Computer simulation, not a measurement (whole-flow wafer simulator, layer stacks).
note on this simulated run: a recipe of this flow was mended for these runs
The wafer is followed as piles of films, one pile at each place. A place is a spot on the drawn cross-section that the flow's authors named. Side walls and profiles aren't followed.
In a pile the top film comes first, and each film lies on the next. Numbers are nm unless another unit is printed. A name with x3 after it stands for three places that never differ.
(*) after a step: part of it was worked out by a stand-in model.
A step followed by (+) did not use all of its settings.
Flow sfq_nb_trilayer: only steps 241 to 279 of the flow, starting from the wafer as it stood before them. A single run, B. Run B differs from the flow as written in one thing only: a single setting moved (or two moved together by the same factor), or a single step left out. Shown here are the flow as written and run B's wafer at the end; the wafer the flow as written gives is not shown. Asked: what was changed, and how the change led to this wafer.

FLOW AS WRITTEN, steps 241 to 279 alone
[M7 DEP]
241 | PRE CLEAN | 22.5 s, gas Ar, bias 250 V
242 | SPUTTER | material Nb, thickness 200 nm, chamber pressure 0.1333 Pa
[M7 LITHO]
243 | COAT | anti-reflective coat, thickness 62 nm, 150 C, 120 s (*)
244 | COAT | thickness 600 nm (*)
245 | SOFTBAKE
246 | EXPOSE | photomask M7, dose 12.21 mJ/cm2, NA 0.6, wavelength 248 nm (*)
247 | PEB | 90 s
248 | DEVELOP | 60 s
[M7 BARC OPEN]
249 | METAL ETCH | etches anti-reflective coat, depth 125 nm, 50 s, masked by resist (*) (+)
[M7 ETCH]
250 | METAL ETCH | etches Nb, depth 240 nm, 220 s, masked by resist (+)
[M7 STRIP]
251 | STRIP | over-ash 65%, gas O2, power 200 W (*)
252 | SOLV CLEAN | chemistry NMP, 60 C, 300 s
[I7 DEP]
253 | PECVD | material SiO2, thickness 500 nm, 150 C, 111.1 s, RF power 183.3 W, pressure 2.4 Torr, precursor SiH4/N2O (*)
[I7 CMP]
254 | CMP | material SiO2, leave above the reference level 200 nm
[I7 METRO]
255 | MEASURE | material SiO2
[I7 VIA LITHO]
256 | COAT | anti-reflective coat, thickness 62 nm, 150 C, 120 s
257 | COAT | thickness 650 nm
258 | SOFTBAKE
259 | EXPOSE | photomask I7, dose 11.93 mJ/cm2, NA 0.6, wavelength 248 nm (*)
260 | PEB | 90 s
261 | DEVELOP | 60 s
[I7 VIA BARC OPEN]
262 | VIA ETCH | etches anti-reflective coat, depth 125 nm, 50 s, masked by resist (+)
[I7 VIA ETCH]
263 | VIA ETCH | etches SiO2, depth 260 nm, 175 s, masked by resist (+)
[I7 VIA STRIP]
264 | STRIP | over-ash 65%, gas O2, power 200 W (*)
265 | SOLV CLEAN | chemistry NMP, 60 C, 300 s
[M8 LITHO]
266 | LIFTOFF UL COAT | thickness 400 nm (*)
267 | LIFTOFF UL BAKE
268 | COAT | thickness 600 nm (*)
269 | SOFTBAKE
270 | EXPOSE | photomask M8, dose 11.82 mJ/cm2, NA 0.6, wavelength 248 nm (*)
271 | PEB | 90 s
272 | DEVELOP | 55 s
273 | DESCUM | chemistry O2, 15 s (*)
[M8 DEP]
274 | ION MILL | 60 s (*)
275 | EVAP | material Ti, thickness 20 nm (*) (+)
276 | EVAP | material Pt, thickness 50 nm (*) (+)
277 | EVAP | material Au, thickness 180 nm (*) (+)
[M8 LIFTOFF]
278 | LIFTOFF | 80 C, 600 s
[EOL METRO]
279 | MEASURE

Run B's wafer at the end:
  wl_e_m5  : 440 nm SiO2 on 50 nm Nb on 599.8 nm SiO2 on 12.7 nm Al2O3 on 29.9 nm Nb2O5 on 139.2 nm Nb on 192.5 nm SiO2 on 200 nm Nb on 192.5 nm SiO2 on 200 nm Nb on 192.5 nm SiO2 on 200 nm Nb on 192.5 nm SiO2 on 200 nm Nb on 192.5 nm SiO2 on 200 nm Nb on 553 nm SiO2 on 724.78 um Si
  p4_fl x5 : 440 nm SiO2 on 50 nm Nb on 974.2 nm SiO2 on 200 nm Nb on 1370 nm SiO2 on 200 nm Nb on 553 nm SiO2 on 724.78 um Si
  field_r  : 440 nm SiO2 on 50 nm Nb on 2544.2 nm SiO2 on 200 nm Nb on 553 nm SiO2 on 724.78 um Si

The reason: step 242, SPUTTER: thickness 290 nm was run, whereas the flow has thickness 200 nm.

Step by step, how the change led to this:
  242 | SPUTTER | material Nb, thickness 200 nm, chamber pressure 0.1333 Pa
      field_l, v_sur, via_wl and 102 more: Nb gains 290 (new film) (in the flow as written it would be: Nb gains 200 (new film))
      via_v: Nb gains 232.2 (in the flow as written it would be: Nb gains 159.9)
  243 | COAT | anti-reflective coat, thickness 62 nm, 150 C, 120 s (*)
      via_v: anti-reflective coat gains 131 (new film) (in the flow as written it would be: anti-reflective coat gains 128 (new film))
  250 | METAL ETCH | etches Nb, depth 240 nm, 220 s, masked by resist (+)
      field_l, field_r, lsp_l and 62 more: Nb loses 240 (in the flow as written it would be: Nb loses 200 (all of it), SiO2 loses 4)
  251 | STRIP | over-ash 65%, gas O2, power 200 W (*)
      via_v: KrF-resist-other-grade loses 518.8 (all of it), anti-reflective coat loses 131 (all of it) (in the flow as written it would be: KrF-resist-other-grade loses 506.5 (all of it), anti-reflective coat loses 128 (all of it))
  253 | PECVD | material SiO2, thickness 500 nm, 150 C, 111.1 s, RF power 183.3 W, pressure 2.4 Torr, precursor SiH4/N2O (*)
      field_l, p4_fl x5, p4_w1 x9 and 44 more: SiO2 gains 500 (new film) (in the flow as written it would be: SiO2 gains 500)
      field_r, lsp_l: SiO2 gains 473.2 (new film) (in the flow as written it would be: SiO2 gains 477.2)
      (and at 4 other places as well)
  254 | CMP | material SiO2, leave above the reference level 200 nm
      field_l, p4_fl x5, p4_w1 x9 and 44 more: SiO2 loses 60 (in the flow as written it would be: SiO2 loses 96)
      field_r, lsp_l: SiO2 loses 33.2 (in the flow as written it would be: SiO2 loses 73.2)
      (and at 3 other places as well)
Taking metal films that touch as one body, wl_e_m5 has 7 bodies (between them, from the top down: SiO2 599.8 / Al2O3 12.7 / Nb2O5 29.9; SiO2 192.5; SiO2 192.5; SiO2 192.5; SiO2 192.5; SiO2 192.5); the flow as written gives 6 bodies (between them, from the top down: SiO2 192.5; SiO2 192.5; SiO2 192.5; SiO2 192.5; SiO2 192.5).
Taking metal films that touch as one body, p4_fl x5 has 3 bodies (between them, from the top down: SiO2 974.2; SiO2 1370); the flow as written gives 2 bodies (between them, from the top down: SiO2 1370).
Taking metal films that touch as one body, field_r has 2 bodies (between them, from the top down: SiO2 2544.2); the flow as written gives 1 body.
